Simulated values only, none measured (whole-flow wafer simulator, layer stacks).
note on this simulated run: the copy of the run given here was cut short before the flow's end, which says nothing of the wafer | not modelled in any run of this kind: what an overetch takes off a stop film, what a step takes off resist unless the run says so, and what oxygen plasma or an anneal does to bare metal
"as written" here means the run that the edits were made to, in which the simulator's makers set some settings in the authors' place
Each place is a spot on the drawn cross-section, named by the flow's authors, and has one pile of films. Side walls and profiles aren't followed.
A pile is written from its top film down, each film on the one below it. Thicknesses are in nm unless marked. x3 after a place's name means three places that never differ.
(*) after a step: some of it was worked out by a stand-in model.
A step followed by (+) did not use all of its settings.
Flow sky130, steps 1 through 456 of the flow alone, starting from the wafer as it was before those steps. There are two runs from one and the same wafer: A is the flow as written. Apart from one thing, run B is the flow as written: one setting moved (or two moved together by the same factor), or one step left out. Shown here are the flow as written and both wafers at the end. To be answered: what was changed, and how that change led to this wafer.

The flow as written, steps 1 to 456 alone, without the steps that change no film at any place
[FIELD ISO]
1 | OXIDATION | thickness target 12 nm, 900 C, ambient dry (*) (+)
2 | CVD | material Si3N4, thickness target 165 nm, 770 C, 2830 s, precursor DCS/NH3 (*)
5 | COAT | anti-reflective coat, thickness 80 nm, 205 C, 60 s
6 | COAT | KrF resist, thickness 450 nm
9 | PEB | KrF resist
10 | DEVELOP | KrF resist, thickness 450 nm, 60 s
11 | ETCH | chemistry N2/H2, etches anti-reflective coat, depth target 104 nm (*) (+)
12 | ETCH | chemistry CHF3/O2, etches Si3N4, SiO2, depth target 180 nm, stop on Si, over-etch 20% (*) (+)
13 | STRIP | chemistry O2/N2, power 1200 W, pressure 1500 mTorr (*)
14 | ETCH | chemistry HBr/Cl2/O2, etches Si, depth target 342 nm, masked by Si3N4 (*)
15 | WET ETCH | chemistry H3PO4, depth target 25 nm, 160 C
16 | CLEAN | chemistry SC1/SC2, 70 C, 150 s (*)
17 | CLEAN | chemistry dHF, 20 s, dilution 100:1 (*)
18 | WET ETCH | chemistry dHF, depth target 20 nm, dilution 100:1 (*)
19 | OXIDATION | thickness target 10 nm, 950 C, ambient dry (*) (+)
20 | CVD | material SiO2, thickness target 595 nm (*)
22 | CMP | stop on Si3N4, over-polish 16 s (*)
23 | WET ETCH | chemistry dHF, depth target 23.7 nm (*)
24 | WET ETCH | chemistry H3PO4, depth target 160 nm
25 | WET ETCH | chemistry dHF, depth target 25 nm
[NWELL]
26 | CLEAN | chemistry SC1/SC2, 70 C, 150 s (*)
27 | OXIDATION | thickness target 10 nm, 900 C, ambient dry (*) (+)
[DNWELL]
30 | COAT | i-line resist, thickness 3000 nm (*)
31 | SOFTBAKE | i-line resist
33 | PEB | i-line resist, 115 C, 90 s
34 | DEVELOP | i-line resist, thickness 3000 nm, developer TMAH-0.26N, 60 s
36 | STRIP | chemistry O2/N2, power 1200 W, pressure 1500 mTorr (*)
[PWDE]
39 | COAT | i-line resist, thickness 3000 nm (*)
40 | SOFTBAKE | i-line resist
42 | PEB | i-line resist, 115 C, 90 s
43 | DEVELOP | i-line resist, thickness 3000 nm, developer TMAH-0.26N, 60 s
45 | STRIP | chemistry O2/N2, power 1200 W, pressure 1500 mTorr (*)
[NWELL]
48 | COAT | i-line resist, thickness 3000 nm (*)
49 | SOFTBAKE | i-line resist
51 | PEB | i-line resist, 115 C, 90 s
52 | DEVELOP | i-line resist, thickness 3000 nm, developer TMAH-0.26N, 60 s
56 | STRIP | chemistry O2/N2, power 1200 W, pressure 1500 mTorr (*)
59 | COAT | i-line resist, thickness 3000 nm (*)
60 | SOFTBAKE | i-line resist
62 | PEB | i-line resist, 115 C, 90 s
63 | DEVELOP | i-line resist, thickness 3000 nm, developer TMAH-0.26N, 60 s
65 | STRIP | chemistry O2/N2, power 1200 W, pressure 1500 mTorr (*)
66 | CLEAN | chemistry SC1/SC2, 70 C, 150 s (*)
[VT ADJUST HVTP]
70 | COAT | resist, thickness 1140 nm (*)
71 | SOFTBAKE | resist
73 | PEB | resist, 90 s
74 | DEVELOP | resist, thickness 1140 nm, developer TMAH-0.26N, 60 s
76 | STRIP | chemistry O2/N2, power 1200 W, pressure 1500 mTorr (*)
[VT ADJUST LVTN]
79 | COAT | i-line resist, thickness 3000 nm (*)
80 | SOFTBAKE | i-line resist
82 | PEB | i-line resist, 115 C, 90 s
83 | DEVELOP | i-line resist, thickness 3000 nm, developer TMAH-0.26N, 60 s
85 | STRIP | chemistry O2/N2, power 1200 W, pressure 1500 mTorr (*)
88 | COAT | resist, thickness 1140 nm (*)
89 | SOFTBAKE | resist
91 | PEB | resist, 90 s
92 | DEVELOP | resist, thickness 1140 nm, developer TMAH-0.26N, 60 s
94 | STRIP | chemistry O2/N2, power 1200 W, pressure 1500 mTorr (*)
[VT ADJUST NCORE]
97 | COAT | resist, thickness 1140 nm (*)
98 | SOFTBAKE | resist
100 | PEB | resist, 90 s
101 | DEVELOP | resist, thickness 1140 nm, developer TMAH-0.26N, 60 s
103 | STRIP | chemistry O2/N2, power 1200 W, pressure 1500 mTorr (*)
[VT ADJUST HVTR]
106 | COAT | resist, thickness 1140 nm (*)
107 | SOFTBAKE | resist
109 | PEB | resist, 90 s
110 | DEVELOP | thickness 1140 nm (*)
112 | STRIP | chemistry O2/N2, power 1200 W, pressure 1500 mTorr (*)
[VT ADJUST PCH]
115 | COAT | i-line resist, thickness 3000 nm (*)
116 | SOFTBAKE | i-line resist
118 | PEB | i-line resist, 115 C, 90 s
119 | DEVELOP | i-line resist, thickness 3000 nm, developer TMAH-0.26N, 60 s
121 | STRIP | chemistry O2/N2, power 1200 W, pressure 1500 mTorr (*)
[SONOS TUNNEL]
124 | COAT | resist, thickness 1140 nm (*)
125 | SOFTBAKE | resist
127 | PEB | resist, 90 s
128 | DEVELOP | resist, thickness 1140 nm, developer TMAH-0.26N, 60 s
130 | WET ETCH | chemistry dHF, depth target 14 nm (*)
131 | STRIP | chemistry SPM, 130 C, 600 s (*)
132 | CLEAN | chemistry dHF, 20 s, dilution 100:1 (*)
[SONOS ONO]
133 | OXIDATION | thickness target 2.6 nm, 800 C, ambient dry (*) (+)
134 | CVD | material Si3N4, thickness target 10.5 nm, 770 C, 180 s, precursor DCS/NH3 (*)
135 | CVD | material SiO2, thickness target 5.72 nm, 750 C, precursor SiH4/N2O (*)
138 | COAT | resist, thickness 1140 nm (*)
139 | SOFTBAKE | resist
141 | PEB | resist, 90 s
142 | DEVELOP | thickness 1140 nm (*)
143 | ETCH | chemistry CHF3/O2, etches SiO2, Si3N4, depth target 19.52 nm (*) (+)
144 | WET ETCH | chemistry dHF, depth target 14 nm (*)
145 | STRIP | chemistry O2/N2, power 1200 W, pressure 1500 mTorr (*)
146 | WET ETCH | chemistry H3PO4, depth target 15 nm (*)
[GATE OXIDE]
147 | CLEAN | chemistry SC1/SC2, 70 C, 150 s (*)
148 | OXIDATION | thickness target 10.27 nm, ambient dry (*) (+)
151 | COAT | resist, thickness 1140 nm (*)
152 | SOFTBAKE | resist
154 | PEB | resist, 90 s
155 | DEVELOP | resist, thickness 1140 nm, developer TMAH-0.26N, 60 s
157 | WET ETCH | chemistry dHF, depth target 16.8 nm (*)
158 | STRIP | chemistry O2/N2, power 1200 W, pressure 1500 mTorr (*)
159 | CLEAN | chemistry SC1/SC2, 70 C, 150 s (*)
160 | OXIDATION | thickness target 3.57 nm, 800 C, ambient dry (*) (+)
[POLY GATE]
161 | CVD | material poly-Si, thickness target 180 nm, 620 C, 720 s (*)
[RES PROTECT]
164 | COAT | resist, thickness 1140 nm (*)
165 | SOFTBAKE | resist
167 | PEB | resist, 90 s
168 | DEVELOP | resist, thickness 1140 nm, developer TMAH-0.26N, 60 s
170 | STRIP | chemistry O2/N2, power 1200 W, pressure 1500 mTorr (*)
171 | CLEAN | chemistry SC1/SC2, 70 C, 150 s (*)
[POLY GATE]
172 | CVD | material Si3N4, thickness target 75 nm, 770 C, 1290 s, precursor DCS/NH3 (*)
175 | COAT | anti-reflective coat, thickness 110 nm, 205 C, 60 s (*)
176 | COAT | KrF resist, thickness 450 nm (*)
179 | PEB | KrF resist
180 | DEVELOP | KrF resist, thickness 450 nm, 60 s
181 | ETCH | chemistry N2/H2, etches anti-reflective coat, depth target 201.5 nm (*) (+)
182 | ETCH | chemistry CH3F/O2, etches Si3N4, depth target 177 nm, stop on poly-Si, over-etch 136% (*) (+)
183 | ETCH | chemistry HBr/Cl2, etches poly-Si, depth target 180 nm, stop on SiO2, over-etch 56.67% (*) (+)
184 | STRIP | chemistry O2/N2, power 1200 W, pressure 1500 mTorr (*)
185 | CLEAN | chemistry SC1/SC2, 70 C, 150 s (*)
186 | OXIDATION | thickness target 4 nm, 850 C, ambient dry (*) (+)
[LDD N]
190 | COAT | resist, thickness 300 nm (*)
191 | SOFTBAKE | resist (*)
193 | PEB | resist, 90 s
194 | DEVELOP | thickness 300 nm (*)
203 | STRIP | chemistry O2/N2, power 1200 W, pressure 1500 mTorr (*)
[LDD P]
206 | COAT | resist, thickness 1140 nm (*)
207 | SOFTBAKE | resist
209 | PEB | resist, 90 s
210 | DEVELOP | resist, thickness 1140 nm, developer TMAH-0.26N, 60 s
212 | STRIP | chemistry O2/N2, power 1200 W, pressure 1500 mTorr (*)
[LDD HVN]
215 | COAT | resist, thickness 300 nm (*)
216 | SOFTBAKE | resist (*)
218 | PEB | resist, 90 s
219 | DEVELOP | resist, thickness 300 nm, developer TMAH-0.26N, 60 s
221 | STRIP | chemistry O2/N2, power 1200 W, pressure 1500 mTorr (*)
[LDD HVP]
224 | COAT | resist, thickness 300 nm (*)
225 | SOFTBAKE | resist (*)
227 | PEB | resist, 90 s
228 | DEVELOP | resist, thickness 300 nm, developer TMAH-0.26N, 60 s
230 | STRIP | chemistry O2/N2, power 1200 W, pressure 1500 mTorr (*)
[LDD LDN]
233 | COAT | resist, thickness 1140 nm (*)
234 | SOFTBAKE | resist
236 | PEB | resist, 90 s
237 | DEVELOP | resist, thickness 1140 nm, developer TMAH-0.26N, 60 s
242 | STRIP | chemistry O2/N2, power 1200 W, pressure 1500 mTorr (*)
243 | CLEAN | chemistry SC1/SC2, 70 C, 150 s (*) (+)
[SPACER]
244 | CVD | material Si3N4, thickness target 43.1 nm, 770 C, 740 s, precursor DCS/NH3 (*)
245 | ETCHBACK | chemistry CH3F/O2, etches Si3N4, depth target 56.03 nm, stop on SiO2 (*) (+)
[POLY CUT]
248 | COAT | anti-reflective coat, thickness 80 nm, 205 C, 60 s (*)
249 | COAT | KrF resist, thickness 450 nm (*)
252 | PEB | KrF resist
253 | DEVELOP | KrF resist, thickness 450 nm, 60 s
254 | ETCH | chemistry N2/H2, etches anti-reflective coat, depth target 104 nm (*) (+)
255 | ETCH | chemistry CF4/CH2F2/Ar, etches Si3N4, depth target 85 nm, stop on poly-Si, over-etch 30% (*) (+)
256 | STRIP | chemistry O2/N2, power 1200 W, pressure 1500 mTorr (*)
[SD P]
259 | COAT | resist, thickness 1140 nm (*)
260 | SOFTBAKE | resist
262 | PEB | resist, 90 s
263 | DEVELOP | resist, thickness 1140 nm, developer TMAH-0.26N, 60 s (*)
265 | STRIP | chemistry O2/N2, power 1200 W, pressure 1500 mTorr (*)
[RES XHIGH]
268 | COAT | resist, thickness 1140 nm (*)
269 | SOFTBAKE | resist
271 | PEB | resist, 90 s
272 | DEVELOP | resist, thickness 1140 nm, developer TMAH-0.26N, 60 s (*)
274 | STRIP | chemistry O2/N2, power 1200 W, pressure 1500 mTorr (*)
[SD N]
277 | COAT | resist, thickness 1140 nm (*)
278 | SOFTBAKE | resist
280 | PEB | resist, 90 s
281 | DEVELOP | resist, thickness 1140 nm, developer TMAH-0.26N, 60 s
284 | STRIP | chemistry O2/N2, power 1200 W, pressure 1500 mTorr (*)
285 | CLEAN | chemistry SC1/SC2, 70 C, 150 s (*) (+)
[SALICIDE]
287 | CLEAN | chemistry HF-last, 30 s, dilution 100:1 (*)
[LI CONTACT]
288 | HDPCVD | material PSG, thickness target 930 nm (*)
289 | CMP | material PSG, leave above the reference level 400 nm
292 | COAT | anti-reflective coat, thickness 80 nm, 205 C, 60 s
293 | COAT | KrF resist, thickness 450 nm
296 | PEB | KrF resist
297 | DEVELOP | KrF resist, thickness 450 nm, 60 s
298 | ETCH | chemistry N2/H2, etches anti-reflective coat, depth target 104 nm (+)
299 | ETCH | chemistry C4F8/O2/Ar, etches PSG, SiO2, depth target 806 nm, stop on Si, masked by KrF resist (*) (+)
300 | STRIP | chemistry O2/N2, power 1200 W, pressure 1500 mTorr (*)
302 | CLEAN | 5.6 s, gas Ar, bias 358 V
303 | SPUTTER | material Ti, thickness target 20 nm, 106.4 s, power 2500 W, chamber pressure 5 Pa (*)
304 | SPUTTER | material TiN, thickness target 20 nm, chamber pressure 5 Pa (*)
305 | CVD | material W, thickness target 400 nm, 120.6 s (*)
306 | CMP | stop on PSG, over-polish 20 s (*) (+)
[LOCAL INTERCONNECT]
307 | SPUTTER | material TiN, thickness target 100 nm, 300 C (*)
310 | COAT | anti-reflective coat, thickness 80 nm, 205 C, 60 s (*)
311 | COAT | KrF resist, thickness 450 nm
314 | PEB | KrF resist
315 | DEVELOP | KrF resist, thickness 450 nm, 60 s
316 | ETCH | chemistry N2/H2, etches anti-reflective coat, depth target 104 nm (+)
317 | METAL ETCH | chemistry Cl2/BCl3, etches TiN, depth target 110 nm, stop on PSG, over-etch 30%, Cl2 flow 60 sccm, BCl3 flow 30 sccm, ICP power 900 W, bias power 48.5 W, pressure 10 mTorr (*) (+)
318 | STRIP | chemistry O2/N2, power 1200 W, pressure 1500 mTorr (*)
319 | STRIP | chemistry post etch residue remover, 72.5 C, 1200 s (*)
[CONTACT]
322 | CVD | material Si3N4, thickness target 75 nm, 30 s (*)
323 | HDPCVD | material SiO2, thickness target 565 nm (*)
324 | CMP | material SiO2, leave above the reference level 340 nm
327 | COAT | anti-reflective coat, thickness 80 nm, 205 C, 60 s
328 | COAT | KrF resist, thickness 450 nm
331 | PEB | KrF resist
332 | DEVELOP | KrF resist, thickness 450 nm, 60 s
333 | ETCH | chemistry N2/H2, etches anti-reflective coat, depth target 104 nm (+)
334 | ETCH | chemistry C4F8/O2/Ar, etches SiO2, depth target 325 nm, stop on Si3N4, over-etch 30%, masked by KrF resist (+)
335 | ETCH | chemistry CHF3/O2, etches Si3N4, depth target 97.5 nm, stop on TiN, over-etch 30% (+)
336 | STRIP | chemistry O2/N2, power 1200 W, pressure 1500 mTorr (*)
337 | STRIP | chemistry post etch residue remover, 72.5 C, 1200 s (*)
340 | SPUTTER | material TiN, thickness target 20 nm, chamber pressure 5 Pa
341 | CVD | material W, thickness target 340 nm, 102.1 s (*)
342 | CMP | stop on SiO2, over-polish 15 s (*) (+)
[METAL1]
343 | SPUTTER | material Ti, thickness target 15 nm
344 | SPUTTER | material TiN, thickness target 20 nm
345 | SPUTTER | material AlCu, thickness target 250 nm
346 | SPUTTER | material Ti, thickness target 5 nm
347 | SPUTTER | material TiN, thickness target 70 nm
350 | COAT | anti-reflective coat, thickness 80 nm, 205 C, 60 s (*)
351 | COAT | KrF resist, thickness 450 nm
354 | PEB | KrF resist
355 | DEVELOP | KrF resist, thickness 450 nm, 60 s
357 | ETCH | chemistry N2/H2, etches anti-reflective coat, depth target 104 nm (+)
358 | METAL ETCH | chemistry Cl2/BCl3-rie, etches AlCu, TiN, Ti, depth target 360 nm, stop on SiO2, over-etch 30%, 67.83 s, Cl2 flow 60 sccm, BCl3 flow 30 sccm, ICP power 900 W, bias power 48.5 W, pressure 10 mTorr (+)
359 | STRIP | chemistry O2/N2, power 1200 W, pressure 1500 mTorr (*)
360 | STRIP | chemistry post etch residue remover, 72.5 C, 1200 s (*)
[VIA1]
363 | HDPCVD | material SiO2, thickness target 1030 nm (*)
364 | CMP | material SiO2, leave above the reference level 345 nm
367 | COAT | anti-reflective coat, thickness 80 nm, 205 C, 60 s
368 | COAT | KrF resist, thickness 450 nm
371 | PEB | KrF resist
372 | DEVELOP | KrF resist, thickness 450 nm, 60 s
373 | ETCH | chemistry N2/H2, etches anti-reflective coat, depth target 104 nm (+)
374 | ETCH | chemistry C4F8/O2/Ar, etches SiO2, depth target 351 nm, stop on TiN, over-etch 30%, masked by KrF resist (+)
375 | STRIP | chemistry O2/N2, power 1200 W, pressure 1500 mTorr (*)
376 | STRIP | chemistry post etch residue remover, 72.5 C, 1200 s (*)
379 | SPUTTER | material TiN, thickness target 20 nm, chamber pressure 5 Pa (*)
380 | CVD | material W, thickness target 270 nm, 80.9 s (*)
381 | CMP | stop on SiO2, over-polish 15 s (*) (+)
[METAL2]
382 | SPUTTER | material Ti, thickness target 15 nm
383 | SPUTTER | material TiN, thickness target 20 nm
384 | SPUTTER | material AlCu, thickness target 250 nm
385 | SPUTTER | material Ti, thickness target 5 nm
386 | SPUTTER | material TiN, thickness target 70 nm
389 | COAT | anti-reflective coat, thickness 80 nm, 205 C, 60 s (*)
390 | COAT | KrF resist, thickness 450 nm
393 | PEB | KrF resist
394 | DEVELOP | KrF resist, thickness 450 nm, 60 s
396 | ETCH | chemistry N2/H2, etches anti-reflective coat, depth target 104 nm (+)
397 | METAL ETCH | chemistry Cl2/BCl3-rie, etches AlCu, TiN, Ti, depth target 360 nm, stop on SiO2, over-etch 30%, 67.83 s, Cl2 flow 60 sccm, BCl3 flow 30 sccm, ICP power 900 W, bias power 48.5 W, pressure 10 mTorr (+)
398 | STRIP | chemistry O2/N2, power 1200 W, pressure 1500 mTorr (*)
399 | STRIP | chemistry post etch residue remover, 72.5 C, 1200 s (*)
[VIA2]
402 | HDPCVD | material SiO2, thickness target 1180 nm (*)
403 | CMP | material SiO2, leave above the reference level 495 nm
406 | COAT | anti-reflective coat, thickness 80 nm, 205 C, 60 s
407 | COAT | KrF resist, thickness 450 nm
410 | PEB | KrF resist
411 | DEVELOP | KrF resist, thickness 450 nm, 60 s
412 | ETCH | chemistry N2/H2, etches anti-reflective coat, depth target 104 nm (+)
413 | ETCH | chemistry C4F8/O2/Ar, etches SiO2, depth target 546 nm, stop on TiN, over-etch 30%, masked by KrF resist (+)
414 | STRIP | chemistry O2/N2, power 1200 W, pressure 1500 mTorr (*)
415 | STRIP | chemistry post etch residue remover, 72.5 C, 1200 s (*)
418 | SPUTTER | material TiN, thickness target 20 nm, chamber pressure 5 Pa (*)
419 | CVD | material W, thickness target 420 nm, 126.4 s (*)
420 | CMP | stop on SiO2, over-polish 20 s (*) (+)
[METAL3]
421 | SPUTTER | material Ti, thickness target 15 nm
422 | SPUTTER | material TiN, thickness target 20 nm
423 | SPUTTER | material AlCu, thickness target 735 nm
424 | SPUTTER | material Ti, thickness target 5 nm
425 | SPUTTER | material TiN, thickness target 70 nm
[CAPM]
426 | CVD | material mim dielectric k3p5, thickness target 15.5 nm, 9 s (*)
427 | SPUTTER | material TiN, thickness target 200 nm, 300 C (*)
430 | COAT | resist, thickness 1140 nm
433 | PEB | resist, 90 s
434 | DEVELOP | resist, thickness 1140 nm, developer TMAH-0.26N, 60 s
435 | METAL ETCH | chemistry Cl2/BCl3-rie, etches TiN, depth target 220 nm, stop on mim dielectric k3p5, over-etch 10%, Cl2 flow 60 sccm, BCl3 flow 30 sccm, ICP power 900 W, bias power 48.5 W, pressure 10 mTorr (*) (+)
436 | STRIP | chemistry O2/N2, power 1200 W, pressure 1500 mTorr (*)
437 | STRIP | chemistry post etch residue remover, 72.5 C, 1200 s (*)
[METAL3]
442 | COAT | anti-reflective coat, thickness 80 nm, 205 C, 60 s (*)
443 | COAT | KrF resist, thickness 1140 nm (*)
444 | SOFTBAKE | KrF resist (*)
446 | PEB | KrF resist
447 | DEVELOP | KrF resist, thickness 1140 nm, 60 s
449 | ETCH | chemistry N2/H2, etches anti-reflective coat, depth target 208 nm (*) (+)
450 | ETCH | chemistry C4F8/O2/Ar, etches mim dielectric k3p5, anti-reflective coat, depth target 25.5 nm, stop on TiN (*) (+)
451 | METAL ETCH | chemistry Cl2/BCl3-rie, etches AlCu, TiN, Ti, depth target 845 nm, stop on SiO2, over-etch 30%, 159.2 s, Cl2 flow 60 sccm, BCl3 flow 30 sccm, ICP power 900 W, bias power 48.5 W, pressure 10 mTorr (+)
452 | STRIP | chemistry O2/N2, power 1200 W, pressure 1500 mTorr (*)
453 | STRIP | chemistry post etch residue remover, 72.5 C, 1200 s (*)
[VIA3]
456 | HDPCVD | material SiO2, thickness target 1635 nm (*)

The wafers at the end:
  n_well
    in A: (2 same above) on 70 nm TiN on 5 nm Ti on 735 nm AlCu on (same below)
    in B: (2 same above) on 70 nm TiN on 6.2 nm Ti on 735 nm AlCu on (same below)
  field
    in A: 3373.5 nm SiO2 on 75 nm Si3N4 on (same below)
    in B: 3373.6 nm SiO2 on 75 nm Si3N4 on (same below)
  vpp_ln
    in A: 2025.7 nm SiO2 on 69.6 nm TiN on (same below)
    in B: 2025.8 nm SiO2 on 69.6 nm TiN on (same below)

The reason: step 424, SPUTTER: thickness target 6.2 nm was run, whereas the flow has thickness target 5 nm.
The wafer itself shows it: n_well has Ti 6.2, and step 424 as written asks for 5 nm.

Step by step, how the change led to this:
  424 | SPUTTER | material Ti, thickness target 5 nm
      field, active, n_well and 188 more: A Ti gains 5 (new film) | B Ti gains 6.2 (new film)
  451 | METAL ETCH | chemistry Cl2/BCl3-rie, etches AlCu, TiN, Ti, depth target 845 nm, stop on SiO2, over-etch 30%, 159.2 s, Cl2 flow 60 sccm, BCl3 flow 30 sccm, ICP power 900 W, bias power 48.5 W, pressure 10 mTorr (+)
      field, active, gate and 69 more: A TiN loses 70 (all of it), Ti loses 5 (all of it), AlCu loses 735 (all of it), TiN loses 20 (all of it), Ti loses 15 (all of it), SiO2 loses 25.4 | B TiN loses 70 (all of it), Ti loses 6.2 (all of it), AlCu loses 735 (all of it), TiN loses 20 (all of it), Ti loses 15 (all of it), SiO2 loses 25.2
      vpp_ln, vpp_iso2, ndiff_ln and 10 more: A TiN loses 70 (all of it), Ti loses 5 (all of it), AlCu loses 735 (all of it), TiN loses 20 (all of it), Ti loses 15 (all of it), SiO2 loses 25.3 | B TiN loses 70 (all of it), Ti loses 6.2 (all of it), AlCu loses 735 (all of it), TiN loses 20 (all of it), Ti loses 15 (all of it), SiO2 loses 25.2
